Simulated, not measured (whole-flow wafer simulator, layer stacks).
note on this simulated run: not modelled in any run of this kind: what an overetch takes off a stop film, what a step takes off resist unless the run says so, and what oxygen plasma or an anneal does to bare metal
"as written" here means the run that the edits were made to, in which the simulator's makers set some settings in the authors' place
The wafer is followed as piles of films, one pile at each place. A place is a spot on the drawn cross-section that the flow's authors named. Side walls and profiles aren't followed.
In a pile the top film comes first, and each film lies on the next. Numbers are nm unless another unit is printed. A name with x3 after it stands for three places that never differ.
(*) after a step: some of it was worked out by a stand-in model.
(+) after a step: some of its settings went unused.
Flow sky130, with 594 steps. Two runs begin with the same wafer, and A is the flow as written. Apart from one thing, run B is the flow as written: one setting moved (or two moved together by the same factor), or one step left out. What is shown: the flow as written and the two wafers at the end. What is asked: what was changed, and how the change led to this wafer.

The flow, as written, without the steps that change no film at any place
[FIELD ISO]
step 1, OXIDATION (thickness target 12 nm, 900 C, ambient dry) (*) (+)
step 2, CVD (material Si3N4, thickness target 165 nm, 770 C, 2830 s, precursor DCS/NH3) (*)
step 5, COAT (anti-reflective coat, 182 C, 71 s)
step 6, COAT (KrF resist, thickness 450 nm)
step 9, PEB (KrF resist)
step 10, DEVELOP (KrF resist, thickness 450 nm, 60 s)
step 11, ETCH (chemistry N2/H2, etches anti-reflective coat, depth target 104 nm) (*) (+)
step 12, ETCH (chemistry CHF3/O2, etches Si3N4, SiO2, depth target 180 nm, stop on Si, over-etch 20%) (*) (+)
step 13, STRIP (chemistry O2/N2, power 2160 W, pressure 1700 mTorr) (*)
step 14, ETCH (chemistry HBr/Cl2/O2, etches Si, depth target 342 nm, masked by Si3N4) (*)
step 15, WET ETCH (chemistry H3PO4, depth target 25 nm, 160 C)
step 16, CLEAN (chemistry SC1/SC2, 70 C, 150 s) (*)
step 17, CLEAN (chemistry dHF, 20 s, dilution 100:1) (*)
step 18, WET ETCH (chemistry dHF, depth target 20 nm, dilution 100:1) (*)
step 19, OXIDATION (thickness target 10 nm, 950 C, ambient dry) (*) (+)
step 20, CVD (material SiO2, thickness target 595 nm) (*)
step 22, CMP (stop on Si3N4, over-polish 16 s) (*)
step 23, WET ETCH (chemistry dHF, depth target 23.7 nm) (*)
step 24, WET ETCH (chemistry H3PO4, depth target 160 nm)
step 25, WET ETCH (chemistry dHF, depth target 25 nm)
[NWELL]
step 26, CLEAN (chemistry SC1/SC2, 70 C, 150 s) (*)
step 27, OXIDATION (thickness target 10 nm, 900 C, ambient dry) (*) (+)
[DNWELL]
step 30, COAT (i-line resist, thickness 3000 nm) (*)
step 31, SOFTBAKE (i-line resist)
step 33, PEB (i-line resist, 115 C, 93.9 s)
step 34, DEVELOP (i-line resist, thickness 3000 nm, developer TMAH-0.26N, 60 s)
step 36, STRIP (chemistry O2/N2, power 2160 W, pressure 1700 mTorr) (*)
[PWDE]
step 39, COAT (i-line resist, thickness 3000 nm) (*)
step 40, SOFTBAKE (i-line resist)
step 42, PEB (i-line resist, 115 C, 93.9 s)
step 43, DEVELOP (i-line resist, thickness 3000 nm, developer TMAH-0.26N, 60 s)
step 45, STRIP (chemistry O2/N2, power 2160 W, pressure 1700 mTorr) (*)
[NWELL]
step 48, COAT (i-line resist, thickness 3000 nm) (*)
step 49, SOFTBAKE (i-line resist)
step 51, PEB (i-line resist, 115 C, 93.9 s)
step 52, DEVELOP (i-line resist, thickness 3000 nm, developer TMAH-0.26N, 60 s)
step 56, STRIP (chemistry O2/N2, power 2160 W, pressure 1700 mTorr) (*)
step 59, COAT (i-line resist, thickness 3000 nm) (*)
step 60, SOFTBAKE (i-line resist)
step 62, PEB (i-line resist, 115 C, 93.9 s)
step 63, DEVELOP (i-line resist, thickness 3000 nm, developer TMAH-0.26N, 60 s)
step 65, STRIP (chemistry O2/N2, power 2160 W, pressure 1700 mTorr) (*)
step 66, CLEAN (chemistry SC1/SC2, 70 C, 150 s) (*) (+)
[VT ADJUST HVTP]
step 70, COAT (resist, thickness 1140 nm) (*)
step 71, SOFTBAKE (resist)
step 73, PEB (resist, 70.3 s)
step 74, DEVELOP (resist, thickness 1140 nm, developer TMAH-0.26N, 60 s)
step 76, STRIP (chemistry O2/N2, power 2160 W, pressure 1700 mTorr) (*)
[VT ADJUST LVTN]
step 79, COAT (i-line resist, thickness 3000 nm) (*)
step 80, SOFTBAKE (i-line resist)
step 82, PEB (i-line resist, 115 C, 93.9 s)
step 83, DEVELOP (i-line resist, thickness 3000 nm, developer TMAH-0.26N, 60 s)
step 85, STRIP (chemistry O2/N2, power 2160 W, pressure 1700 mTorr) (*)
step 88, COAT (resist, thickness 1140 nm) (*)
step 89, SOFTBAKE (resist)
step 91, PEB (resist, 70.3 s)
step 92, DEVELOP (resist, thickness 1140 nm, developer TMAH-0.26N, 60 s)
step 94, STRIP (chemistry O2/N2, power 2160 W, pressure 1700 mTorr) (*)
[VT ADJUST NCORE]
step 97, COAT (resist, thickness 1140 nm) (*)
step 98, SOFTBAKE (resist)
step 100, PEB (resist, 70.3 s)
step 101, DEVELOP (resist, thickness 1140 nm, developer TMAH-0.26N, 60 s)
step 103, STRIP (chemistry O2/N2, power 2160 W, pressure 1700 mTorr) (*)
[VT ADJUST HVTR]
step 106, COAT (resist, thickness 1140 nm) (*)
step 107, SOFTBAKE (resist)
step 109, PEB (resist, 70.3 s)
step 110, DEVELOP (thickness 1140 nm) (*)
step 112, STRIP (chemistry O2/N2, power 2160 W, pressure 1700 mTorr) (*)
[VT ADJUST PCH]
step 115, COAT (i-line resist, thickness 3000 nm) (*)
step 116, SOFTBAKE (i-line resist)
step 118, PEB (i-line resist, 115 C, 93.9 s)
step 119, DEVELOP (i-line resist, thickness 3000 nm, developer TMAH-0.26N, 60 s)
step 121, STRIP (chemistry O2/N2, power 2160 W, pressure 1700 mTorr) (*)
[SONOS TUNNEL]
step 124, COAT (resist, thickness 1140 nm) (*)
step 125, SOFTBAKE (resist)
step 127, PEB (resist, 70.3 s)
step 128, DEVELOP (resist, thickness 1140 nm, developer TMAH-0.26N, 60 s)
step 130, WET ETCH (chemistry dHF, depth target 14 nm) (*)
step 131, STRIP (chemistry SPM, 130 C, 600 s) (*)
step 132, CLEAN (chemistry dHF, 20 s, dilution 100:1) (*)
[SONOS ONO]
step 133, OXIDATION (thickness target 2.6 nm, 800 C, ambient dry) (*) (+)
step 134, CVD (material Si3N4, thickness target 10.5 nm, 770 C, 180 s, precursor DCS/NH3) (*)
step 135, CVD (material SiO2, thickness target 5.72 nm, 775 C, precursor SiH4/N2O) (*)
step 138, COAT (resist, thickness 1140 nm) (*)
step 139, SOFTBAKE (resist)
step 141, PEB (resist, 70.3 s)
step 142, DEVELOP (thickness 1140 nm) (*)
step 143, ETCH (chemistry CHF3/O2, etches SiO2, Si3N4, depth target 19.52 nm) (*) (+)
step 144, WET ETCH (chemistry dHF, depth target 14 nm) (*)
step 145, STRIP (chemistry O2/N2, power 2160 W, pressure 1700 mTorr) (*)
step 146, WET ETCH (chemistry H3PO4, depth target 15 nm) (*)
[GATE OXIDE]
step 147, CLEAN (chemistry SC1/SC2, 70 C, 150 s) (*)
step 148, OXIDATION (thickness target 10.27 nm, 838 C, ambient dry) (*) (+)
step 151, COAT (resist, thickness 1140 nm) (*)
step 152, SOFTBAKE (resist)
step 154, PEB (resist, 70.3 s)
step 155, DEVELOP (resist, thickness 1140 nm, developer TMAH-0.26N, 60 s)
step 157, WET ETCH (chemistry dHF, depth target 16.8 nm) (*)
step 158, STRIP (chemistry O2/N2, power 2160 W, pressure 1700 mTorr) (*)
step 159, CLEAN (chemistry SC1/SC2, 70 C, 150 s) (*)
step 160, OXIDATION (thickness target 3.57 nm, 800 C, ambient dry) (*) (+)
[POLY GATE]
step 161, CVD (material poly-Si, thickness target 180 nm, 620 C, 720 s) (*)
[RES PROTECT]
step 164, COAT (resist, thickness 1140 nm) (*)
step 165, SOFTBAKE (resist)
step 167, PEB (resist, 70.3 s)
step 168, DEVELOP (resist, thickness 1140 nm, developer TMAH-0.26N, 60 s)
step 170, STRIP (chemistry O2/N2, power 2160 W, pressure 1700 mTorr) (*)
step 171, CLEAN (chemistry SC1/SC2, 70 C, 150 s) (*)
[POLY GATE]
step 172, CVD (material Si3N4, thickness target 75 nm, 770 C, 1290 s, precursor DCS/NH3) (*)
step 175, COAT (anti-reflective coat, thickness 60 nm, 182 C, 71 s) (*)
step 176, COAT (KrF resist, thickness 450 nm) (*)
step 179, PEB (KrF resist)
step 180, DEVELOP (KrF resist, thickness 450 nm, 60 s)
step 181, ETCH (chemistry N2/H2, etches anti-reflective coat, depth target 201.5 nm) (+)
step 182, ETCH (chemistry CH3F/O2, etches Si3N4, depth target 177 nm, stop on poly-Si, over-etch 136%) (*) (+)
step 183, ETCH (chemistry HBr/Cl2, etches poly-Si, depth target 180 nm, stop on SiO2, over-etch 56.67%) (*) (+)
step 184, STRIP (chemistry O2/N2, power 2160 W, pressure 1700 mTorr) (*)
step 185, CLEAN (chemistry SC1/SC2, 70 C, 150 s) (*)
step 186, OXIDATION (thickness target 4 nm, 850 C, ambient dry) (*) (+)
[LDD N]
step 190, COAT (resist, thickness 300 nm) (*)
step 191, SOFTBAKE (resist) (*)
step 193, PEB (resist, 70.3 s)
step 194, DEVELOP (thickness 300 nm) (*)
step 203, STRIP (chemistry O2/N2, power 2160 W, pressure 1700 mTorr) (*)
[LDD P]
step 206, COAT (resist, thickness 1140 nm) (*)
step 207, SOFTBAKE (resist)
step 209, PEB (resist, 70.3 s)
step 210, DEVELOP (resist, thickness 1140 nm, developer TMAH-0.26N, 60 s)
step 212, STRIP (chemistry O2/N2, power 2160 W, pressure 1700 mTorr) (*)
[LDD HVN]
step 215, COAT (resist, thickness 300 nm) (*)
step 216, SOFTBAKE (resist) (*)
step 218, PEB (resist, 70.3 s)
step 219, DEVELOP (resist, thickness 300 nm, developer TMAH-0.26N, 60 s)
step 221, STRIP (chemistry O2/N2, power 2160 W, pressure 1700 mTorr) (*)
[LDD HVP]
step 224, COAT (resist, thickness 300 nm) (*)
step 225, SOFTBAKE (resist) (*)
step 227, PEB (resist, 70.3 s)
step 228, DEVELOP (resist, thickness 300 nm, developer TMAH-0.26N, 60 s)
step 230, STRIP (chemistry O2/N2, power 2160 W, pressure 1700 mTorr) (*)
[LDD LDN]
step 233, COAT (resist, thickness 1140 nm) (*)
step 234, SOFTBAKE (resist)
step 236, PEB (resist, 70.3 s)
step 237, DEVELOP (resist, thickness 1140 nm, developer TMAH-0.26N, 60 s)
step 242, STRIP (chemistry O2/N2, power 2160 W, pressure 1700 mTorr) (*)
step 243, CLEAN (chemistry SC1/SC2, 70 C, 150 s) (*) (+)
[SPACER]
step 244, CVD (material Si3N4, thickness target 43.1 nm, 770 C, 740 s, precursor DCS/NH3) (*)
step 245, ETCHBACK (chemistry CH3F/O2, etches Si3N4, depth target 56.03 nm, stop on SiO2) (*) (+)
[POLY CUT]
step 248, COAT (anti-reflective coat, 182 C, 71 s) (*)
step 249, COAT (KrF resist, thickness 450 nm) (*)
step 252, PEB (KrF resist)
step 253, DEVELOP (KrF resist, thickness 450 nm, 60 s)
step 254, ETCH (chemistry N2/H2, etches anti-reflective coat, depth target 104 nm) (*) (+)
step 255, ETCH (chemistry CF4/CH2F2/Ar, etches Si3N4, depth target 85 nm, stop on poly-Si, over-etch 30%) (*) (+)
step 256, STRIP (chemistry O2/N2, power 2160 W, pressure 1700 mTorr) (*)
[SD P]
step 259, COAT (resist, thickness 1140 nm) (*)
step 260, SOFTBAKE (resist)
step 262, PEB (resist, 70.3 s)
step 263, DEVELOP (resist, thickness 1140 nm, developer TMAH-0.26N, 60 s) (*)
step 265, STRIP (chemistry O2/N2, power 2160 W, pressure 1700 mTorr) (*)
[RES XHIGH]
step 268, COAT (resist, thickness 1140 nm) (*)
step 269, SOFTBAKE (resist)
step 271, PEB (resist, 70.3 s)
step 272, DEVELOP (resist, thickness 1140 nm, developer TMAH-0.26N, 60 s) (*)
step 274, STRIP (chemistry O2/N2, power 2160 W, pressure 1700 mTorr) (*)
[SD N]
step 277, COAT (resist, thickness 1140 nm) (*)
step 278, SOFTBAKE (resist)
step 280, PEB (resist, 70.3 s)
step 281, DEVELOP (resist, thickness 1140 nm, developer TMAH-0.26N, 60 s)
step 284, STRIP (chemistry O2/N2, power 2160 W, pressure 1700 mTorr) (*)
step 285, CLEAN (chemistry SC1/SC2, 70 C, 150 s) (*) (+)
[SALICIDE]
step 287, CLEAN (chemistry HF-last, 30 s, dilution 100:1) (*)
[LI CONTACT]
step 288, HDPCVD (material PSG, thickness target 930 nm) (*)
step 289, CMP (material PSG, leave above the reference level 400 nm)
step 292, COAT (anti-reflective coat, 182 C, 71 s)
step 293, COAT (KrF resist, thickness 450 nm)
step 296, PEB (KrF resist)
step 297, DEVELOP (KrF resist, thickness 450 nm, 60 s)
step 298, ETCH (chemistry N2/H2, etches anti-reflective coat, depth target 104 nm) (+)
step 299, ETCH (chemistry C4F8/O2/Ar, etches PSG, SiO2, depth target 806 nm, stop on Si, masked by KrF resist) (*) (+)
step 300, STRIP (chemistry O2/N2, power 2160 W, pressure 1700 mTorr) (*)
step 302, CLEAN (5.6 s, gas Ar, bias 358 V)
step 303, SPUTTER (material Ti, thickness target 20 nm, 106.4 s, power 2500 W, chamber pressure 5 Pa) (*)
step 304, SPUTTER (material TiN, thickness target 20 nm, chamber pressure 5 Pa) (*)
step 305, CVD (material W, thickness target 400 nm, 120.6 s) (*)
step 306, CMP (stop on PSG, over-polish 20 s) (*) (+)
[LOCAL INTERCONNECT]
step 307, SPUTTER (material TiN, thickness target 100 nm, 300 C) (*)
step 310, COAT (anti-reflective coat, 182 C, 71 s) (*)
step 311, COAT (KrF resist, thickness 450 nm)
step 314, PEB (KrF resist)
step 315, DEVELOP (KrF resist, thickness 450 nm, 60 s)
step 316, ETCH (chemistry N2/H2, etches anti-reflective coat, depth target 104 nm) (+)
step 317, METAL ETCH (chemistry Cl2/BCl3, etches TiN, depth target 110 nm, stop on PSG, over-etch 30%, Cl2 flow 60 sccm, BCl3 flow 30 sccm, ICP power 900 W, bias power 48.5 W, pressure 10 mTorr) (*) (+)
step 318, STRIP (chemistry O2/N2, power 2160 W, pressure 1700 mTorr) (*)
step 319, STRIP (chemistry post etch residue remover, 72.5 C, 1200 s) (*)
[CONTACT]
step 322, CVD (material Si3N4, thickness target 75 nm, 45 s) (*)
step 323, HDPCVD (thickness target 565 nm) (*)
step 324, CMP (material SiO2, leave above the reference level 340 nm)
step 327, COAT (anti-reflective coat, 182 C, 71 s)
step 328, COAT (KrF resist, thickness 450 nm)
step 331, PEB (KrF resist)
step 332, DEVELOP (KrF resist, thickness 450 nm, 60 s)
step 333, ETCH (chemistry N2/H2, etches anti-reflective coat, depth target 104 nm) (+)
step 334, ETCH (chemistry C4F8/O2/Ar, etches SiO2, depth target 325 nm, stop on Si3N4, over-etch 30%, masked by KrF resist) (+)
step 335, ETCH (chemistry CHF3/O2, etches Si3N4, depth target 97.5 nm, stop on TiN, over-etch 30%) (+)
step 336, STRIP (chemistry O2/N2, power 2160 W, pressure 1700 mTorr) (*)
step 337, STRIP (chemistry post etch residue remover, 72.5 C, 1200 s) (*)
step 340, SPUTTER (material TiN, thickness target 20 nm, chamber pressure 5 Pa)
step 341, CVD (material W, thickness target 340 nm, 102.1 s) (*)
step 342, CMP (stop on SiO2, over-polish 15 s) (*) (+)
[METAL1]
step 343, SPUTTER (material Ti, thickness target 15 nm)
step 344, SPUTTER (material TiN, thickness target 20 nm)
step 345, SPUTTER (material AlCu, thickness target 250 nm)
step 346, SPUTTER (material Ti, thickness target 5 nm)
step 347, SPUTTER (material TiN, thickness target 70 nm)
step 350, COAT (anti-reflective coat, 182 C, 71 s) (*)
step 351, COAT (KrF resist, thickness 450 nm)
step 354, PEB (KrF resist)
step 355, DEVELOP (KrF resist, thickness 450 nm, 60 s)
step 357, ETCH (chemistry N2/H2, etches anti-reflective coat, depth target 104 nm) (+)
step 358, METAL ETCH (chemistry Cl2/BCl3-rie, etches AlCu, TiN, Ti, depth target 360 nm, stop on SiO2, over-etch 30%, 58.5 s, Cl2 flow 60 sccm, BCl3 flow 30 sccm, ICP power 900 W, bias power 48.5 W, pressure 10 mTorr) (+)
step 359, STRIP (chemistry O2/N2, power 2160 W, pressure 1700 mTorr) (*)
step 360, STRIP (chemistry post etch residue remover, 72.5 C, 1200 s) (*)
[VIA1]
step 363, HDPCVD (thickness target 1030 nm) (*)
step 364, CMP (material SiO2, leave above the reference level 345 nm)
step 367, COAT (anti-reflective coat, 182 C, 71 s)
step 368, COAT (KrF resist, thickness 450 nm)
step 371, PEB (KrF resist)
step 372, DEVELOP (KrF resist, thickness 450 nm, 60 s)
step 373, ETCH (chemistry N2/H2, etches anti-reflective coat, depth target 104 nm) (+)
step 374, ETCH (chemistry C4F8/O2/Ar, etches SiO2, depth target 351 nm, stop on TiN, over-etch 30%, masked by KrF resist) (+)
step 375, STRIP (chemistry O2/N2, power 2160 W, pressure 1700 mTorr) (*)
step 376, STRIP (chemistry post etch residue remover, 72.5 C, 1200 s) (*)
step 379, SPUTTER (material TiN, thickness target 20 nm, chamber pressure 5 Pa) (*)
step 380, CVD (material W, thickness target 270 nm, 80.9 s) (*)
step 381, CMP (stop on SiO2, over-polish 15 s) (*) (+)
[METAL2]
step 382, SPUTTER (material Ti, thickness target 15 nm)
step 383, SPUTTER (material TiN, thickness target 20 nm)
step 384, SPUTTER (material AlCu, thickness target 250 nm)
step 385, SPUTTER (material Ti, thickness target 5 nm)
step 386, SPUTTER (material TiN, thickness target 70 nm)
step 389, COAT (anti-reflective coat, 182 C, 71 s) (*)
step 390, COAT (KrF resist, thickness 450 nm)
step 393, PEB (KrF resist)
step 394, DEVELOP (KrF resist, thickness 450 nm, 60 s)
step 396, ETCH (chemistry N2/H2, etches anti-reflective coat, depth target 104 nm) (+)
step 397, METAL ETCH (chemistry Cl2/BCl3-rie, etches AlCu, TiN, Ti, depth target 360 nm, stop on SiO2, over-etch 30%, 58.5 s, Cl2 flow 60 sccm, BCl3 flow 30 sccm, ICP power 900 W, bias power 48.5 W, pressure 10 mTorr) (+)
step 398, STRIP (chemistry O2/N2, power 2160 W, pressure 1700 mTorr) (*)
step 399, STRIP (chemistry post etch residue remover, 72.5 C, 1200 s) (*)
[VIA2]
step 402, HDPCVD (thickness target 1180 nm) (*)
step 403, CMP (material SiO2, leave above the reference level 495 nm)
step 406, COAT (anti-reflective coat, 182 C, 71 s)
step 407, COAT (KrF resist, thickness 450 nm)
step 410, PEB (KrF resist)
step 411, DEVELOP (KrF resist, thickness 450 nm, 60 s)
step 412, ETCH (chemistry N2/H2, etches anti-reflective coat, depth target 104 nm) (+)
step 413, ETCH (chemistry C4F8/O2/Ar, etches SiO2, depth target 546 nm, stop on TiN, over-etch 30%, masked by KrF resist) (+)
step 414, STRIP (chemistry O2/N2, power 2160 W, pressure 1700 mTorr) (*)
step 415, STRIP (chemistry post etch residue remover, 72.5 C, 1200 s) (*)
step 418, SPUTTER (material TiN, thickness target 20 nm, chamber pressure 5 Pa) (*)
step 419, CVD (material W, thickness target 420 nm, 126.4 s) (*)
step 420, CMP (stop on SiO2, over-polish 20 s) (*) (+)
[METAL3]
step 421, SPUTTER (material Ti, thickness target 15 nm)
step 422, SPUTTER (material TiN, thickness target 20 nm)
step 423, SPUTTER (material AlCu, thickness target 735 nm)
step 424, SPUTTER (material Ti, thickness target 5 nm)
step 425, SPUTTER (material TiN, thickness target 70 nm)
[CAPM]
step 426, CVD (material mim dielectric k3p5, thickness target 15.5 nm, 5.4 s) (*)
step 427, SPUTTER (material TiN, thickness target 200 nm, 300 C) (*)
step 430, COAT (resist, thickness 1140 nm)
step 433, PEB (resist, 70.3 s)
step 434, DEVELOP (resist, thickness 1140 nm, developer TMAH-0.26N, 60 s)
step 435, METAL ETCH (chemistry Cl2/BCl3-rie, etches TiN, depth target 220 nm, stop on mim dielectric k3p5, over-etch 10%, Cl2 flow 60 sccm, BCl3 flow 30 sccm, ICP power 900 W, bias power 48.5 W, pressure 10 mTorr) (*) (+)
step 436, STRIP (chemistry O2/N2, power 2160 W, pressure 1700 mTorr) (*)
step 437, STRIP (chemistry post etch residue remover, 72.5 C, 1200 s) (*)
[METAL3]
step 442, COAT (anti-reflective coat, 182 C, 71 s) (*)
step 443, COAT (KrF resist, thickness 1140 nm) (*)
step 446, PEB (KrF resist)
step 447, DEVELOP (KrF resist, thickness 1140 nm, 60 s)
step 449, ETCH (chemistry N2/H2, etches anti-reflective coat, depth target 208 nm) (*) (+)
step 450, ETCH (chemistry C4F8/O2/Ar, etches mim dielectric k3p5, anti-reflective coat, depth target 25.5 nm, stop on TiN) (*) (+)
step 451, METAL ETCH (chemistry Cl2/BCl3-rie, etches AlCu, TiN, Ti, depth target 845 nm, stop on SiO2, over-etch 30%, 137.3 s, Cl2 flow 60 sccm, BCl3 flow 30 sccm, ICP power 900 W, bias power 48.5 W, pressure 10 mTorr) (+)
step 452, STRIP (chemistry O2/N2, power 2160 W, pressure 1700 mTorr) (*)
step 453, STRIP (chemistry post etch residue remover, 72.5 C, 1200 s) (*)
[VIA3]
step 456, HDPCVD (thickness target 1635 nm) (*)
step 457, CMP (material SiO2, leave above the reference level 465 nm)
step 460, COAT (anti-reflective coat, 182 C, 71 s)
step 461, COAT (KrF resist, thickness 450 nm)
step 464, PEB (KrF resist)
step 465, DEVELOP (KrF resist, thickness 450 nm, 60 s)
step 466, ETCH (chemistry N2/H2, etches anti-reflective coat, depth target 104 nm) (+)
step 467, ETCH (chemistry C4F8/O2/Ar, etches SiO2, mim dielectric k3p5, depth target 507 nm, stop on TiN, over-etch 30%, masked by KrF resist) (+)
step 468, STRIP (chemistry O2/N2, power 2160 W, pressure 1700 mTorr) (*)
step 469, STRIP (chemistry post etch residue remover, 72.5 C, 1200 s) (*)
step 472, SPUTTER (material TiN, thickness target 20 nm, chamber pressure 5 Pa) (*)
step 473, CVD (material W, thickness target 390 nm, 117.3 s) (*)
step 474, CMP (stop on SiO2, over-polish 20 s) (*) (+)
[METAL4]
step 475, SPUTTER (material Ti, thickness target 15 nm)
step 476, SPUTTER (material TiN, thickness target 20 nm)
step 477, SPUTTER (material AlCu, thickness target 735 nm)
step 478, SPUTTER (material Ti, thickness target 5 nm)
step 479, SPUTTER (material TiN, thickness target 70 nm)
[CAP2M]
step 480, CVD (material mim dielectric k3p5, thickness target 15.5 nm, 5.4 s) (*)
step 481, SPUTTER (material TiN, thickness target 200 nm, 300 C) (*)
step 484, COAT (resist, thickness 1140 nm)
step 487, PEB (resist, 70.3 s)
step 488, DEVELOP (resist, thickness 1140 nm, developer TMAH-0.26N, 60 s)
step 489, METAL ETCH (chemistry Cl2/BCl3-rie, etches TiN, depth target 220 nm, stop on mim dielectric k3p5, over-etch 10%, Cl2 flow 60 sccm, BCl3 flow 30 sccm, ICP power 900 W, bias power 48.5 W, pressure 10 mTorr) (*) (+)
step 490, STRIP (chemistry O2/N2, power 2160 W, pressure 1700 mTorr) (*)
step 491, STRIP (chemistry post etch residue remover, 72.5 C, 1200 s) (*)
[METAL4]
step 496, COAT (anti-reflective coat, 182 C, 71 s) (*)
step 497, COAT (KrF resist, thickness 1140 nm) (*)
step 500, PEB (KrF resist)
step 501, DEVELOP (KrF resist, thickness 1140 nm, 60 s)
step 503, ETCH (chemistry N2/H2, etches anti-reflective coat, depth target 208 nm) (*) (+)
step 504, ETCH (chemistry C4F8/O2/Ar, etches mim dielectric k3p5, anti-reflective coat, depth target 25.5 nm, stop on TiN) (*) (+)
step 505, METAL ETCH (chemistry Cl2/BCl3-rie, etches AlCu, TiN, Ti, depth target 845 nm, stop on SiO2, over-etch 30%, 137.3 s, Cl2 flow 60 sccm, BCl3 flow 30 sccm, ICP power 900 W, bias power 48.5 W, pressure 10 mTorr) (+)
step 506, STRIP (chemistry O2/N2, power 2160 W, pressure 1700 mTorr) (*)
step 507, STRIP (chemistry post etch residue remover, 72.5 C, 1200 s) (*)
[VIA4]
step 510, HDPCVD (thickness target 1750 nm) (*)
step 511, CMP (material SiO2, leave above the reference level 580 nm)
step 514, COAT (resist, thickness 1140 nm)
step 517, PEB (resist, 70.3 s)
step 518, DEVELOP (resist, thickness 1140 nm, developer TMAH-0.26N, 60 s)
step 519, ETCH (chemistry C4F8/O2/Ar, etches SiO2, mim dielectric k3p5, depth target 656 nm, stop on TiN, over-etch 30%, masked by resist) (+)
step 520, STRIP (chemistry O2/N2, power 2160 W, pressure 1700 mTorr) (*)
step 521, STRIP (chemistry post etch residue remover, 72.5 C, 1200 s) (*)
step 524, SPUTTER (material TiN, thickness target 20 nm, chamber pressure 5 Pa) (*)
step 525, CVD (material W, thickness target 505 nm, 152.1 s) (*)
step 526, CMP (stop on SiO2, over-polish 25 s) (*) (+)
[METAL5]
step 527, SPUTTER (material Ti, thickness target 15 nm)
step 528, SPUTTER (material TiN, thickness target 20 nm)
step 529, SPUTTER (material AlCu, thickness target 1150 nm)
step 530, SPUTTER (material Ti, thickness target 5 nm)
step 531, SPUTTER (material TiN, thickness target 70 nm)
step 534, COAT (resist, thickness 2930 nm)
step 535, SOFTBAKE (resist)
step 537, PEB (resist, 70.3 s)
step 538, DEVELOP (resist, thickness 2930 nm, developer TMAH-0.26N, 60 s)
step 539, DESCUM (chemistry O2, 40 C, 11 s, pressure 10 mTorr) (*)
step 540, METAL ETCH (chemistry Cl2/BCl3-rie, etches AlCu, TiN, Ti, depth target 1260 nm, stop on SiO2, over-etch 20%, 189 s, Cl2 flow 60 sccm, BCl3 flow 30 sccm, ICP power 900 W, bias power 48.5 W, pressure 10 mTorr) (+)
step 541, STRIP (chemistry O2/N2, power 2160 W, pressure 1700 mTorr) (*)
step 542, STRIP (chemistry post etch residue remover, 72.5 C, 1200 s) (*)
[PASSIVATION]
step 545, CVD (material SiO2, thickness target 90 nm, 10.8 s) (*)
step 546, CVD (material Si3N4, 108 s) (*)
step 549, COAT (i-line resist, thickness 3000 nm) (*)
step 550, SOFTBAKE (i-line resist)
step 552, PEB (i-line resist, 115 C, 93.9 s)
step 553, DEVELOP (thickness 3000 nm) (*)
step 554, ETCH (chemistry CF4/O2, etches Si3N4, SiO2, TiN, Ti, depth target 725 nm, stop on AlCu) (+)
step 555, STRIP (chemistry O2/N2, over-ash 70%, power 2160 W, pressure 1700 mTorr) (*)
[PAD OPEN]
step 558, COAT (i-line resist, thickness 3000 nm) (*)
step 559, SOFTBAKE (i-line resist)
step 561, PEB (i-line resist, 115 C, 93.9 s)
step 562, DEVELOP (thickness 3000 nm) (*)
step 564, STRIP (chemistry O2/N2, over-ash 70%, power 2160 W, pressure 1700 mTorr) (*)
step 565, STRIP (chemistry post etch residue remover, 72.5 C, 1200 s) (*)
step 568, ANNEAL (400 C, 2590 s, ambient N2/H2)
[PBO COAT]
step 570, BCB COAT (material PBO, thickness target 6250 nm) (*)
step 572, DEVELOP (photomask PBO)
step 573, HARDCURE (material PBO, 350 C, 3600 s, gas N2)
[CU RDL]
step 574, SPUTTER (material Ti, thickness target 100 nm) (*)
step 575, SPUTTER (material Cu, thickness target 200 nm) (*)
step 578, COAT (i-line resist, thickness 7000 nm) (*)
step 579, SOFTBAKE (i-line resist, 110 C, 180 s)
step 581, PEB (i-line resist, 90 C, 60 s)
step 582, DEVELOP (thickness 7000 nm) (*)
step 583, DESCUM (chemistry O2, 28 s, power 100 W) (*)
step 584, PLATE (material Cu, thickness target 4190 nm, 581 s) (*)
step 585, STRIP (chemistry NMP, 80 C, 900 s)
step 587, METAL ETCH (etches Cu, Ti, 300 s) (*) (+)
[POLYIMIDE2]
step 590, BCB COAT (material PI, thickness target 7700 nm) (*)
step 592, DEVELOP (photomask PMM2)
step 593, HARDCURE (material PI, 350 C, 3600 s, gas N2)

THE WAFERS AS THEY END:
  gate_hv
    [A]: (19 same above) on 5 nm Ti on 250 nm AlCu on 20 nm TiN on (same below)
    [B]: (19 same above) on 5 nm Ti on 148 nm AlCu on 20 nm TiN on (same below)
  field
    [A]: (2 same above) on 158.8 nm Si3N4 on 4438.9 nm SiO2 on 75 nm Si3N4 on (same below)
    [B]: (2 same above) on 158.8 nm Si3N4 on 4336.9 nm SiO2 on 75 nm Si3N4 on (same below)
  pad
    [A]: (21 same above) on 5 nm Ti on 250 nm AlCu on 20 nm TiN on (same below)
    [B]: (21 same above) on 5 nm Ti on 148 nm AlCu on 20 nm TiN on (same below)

The reason: step 384, SPUTTER: thickness target 148 nm was run, though the flow has thickness target 250 nm.
The wafer lets one read it off: gate_hv has AlCu 148, and step 384 as written asks for 250 nm.

The path from the change to this, step by step:
  step 384, SPUTTER (material AlCu, thickness target 250 nm)
      field, active, n_well and 188 more: A +250 AlCu (new film) | B +148 AlCu (new film)
  step 397, METAL ETCH (chemistry Cl2/BCl3-rie, etches AlCu, TiN, Ti, depth target 360 nm, stop on SiO2, over-etch 30%, 58.5 s, Cl2 flow 60 sccm, BCl3 flow 30 sccm, ICP power 900 W, bias power 48.5 W, pressure 10 mTorr) (+)
      field, active, gate and 82 more: A -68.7 TiN (all of it), -5 Ti (all of it), -250 AlCu (all of it), -20 TiN (all of it), -15 Ti (all of it), -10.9 SiO2 | B -68.7 TiN (all of it), -5 Ti (all of it), -148 AlCu (all of it), -20 TiN (all of it), -15 Ti (all of it), -21.1 SiO2
  step 403, CMP (material SiO2, leave above the reference level 495 nm)
      field, active, gate and 82 more: A -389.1 SiO2 | B -480.9 SiO2
